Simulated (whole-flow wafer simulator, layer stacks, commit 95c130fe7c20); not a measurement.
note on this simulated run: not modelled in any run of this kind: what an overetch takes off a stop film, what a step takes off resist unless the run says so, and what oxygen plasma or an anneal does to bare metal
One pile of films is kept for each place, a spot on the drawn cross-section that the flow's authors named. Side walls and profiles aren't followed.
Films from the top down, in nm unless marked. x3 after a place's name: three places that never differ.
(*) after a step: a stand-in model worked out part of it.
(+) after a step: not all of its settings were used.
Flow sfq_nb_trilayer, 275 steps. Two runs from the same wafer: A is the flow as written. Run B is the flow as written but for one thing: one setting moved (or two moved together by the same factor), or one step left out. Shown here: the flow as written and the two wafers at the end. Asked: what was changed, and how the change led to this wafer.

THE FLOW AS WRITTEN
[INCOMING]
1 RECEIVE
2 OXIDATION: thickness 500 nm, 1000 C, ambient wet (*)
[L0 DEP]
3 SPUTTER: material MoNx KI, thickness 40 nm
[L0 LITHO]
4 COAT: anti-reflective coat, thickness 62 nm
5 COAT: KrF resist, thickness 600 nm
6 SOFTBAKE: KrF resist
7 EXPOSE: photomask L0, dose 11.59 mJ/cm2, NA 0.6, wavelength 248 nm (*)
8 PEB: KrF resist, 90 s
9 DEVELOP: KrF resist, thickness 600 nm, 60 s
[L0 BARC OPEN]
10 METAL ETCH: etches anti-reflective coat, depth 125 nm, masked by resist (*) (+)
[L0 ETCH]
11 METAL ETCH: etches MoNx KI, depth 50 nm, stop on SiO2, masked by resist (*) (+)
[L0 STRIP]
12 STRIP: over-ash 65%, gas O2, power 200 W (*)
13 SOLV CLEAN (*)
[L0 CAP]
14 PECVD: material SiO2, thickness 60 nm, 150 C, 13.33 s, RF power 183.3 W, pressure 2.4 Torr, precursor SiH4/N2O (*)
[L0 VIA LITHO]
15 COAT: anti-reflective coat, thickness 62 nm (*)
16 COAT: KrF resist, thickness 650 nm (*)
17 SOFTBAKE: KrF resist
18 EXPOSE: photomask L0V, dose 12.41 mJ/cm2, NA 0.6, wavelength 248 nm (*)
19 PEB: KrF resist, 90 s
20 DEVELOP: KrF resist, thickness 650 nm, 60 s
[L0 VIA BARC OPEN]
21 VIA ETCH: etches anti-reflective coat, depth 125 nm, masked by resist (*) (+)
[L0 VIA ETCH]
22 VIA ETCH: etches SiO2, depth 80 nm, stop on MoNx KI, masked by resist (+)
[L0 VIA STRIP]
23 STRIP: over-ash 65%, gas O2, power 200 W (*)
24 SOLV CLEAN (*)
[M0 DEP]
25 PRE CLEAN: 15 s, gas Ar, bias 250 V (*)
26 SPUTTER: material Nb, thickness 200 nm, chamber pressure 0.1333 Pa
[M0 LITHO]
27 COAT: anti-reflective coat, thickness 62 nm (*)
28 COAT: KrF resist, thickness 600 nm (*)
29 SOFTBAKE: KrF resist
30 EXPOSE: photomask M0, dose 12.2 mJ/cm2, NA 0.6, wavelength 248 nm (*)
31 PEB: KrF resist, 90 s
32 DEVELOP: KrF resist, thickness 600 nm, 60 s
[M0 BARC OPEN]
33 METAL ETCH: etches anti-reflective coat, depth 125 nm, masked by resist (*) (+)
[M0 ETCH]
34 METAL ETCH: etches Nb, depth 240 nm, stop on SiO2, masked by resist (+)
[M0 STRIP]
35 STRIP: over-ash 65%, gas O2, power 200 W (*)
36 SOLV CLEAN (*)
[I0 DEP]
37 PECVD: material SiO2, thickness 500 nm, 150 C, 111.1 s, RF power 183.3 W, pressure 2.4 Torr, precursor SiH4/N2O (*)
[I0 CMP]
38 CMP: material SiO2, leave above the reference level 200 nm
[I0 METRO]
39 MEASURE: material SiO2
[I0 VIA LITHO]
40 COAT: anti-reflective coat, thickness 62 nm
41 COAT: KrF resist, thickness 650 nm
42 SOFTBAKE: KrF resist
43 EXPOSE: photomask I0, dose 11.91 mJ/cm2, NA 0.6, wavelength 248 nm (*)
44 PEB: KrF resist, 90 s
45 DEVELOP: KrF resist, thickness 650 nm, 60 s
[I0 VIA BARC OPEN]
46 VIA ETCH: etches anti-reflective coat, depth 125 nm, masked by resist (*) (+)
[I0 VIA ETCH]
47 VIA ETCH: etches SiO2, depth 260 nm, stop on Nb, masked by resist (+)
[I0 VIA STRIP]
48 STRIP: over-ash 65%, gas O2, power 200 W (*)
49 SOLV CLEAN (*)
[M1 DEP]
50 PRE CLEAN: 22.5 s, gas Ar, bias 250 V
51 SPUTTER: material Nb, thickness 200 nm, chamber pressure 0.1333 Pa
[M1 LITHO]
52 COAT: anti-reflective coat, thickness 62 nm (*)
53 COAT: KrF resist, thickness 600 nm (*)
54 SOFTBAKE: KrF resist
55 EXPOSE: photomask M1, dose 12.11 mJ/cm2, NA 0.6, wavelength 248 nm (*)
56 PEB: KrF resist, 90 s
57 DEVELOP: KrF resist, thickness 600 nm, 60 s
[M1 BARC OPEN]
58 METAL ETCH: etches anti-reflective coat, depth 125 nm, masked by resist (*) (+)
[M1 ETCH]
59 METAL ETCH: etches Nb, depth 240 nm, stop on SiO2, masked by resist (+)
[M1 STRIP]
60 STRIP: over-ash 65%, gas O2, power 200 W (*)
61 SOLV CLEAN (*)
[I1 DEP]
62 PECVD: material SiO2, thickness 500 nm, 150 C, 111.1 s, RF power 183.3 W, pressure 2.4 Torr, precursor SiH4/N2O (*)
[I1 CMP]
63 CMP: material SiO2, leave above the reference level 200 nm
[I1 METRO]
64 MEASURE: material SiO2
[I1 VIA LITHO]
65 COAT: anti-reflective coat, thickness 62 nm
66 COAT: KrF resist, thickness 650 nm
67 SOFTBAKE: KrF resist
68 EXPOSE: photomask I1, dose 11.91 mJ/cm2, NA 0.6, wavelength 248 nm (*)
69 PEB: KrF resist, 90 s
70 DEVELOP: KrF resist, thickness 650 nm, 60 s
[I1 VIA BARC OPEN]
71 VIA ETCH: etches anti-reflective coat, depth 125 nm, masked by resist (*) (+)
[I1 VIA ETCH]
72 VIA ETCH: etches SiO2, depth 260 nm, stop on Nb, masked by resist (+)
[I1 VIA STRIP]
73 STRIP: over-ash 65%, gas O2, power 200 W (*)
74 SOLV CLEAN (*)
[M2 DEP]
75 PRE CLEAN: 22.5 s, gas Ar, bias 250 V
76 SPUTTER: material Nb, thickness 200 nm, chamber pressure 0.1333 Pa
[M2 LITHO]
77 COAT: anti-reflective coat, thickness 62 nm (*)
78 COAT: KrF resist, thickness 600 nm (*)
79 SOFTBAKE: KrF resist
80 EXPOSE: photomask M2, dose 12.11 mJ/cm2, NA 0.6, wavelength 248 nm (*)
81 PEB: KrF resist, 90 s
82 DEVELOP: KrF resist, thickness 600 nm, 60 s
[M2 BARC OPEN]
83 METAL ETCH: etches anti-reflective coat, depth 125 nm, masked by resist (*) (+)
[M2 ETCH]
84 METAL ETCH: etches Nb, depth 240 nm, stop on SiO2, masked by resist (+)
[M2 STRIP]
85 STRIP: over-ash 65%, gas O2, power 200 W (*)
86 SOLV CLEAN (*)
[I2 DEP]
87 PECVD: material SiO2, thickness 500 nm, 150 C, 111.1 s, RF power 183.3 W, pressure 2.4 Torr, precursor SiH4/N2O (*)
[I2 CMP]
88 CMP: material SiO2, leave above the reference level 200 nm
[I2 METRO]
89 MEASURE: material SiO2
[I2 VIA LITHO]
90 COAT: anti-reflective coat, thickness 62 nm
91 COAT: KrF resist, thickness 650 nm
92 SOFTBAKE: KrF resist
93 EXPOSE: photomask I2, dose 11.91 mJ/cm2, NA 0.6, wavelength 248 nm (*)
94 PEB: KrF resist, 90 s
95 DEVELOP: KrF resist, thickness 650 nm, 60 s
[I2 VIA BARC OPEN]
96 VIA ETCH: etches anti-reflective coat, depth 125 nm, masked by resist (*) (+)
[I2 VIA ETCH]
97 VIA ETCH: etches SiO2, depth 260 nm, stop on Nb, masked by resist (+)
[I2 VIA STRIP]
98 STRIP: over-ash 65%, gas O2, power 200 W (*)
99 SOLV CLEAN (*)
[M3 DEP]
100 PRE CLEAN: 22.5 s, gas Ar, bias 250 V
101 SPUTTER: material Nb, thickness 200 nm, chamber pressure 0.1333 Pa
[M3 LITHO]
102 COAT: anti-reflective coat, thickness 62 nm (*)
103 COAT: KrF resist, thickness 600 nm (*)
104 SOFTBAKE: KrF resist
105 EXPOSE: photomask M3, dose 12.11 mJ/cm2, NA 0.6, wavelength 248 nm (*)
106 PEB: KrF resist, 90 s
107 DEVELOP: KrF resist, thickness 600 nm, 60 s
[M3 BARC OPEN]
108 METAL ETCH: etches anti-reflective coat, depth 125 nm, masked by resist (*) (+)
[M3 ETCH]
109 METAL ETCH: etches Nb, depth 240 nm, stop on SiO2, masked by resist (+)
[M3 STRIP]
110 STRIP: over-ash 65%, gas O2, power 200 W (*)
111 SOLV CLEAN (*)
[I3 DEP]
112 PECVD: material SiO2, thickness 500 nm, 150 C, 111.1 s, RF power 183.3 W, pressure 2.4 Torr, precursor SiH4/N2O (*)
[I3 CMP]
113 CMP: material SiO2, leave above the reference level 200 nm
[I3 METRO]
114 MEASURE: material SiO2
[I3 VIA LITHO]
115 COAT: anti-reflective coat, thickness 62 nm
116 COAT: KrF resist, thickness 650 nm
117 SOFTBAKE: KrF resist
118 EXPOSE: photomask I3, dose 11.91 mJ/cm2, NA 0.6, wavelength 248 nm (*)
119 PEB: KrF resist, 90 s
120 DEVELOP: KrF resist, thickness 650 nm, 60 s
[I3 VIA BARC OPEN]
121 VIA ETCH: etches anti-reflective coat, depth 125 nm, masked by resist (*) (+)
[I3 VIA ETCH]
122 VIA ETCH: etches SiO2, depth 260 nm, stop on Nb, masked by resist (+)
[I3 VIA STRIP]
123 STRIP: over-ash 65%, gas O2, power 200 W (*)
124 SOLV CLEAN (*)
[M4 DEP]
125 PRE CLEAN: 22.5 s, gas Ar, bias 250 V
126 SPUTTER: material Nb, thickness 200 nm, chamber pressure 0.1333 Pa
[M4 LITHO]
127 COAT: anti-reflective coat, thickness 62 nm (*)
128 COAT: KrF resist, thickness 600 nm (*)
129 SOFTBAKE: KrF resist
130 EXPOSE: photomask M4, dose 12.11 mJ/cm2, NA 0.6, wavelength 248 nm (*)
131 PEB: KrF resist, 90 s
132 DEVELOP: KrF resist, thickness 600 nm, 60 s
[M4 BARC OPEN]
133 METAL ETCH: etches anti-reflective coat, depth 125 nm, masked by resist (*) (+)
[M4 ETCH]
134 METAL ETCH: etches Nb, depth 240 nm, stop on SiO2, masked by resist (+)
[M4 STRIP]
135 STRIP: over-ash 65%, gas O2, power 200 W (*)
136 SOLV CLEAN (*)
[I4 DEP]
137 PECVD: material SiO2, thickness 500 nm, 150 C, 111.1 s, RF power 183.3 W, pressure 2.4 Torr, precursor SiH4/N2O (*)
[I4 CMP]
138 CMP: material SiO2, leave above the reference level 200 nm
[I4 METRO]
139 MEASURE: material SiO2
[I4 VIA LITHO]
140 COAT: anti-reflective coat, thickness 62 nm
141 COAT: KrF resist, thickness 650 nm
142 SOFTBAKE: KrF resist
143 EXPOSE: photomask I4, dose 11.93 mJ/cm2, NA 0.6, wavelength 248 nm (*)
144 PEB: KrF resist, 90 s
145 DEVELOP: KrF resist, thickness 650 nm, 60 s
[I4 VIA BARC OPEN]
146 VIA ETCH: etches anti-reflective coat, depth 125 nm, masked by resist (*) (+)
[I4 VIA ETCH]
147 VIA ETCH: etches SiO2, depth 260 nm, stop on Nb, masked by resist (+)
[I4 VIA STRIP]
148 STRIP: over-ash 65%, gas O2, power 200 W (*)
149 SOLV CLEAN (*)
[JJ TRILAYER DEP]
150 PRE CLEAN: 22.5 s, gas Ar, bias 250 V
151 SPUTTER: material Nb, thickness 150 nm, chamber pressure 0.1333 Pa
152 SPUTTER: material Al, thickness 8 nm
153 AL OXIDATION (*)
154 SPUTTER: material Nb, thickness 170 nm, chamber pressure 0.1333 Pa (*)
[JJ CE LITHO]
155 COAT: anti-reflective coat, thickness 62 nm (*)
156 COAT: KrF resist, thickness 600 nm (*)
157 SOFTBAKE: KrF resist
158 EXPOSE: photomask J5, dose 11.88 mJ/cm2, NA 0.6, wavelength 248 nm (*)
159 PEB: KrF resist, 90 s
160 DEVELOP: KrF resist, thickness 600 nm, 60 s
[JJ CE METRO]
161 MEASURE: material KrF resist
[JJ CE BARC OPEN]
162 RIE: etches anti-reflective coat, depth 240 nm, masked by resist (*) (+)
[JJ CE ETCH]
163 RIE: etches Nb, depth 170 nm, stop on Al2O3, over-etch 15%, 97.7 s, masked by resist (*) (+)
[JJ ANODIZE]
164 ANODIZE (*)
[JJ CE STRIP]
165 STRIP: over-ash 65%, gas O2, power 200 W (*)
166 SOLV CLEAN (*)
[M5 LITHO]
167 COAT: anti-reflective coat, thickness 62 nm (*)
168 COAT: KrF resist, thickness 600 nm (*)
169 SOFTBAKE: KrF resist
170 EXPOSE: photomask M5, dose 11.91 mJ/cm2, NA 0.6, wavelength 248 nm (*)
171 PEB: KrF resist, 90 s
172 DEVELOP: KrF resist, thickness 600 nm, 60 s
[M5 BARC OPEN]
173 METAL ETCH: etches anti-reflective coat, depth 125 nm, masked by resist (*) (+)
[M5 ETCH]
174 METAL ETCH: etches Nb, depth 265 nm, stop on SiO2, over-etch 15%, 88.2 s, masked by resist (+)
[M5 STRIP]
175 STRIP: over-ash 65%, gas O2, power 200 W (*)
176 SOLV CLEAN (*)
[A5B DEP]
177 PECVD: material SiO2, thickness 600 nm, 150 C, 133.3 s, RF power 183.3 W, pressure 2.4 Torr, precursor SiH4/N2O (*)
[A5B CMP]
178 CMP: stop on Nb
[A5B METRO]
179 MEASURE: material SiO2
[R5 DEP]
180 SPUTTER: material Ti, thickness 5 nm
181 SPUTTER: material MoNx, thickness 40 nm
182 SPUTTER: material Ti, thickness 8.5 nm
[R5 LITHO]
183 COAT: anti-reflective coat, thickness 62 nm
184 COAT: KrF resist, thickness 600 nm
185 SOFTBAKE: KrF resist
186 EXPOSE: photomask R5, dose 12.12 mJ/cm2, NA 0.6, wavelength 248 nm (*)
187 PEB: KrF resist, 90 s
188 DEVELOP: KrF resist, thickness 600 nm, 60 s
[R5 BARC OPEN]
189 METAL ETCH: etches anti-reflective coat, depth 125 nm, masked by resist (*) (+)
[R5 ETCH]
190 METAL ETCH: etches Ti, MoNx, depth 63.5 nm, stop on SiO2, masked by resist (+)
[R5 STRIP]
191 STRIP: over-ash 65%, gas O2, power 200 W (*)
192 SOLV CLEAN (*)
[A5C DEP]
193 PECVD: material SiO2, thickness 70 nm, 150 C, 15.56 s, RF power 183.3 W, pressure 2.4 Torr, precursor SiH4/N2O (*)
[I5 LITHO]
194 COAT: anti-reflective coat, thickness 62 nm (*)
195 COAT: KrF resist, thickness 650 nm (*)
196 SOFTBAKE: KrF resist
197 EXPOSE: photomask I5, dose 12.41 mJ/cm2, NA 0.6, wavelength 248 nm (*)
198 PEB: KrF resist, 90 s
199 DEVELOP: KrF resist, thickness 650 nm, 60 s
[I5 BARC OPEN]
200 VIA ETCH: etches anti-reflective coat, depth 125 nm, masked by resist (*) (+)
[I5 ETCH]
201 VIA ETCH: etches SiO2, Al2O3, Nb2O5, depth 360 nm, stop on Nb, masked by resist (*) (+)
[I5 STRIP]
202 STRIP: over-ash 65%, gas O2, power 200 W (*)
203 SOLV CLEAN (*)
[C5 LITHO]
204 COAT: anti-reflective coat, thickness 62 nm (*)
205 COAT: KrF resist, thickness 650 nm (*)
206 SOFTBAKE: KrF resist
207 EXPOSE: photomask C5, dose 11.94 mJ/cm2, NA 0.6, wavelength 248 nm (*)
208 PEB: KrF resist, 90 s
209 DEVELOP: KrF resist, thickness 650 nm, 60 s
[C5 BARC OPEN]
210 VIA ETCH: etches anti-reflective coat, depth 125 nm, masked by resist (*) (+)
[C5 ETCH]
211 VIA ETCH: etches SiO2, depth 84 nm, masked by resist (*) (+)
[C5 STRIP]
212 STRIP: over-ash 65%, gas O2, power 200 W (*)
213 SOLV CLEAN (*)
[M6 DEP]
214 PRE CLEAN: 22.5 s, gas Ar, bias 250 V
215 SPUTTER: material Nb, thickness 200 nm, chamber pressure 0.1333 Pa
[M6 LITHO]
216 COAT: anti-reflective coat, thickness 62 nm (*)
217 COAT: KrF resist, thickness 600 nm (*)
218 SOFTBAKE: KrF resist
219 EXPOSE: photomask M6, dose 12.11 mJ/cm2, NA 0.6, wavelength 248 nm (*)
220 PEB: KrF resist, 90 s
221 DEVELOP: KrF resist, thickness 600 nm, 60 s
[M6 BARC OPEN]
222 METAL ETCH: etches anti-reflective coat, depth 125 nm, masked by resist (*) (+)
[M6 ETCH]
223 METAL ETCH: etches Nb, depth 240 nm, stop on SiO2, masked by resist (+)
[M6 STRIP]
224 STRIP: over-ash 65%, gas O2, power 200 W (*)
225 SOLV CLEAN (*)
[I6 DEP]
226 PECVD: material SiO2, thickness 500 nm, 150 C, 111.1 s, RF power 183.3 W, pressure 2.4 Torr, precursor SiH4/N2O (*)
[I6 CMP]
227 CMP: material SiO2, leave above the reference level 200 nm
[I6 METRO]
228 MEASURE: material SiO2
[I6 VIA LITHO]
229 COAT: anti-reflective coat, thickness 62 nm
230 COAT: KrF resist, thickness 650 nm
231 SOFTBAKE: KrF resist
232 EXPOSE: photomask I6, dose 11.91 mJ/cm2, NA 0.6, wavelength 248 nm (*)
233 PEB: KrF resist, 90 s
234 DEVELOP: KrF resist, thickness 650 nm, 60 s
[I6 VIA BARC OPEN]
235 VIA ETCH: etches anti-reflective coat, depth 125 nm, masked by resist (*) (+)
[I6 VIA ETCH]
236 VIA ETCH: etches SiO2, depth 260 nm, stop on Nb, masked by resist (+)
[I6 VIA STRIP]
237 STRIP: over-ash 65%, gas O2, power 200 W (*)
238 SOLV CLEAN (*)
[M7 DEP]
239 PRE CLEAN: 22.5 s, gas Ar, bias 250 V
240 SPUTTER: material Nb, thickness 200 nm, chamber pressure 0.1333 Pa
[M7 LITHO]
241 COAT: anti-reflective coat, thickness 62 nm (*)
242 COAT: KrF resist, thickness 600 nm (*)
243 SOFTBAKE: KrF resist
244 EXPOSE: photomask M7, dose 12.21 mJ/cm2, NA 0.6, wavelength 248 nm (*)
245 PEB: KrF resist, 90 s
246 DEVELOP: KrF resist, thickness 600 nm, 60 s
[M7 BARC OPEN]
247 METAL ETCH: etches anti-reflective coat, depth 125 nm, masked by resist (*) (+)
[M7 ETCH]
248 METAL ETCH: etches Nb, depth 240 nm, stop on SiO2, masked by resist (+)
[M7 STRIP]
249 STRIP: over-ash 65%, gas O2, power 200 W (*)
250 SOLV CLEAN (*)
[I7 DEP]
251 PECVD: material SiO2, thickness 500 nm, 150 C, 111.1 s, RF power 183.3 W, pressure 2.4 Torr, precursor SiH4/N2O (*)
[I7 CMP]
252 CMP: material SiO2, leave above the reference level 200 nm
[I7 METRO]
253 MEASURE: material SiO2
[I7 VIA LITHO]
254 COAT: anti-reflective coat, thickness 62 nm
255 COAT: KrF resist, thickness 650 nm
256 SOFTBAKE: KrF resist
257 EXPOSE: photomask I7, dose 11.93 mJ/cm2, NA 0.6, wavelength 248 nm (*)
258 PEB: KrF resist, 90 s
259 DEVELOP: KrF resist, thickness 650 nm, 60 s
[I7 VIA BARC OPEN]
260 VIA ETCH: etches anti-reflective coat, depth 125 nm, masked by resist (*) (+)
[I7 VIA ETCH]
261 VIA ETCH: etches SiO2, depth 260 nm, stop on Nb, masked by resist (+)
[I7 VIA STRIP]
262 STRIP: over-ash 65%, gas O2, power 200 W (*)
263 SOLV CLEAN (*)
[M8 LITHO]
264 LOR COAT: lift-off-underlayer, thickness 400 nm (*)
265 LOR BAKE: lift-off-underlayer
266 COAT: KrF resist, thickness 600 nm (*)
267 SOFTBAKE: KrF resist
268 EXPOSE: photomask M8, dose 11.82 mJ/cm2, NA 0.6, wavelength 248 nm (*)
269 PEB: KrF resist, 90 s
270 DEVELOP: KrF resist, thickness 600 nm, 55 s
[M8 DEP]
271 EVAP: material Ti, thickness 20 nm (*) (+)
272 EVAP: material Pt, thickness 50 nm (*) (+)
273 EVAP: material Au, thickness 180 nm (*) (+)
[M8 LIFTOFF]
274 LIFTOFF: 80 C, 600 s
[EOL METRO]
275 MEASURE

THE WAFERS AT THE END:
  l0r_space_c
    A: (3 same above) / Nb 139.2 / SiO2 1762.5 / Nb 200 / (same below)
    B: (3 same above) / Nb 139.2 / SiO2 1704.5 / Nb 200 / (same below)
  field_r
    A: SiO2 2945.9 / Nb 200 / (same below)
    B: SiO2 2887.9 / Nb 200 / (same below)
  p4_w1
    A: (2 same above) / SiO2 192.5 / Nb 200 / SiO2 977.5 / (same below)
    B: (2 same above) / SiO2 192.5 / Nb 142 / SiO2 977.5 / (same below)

The cause: step 101, SPUTTER: thickness 142 nm was run, where the flow has thickness 200 nm.
It can be read off the wafer: p4_w1 has Nb 142, and step 101 as written asks for 200 nm.

How the change led to this, step by step:
  101 SPUTTER: material Nb, thickness 200 nm, chamber pressure 0.1333 Pa
      field_l, v_sur, via_wl and 102 more: A Nb +200 (new film) | B Nb +142 (new film)
      via_w: A Nb +165.5 | B Nb +117.2
  102 COAT: anti-reflective coat, thickness 62 nm (*)
      via_wl: A anti-reflective coat +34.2 (new film) | B anti-reflective coat +32.6 (new film)
      via_w: A anti-reflective coat +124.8 (new film) | B anti-reflective coat +121.7 (new film)
  109 METAL ETCH: etches Nb, depth 240 nm, stop on SiO2, masked by resist (+)
      field_l, be, be_sur and 72 more: A Nb -200 (all of it) | B Nb -142 (all of it)
      v_sur, via_wl, via_w and 28 more: A KrF resist -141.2 | B KrF resist -125.3
  110 STRIP: over-ash 65%, gas O2, power 200 W (*)
      p4_w1, p4_w2, p4_w3 and 21 more: A KrF resist -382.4 (all of it), anti-reflective coat -62 (all of it) | B KrF resist -398.3 (all of it), anti-reflective coat -62 (all of it)
      v_sur: A KrF resist -365.3 (all of it), anti-reflective coat -61.1 (all of it) | B KrF resist -381.8 (all of it), anti-reflective coat -60.8 (all of it)
      (and at 6 more places)
  112 PECVD: material SiO2, thickness 500 nm, 150 C, 111.1 s, RF power 183.3 W, pressure 2.4 Torr, precursor SiH4/N2O (*)
      p4_g1, p4_g2, p3_s0, p3_s1, p3_s2, p3_s3, p3_s4, p3_s5: A SiO2 +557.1 | B SiO2 +500
      via_w: A SiO2 +615 (new film) | B SiO2 +599.5 (new film)
  113 CMP: material SiO2, leave above the reference level 200 nm
      field_l, be, be_sur and 64 more: A SiO2 -100 | B SiO2 -158
      via_w: A SiO2 -181.6 | B SiO2 -175.8
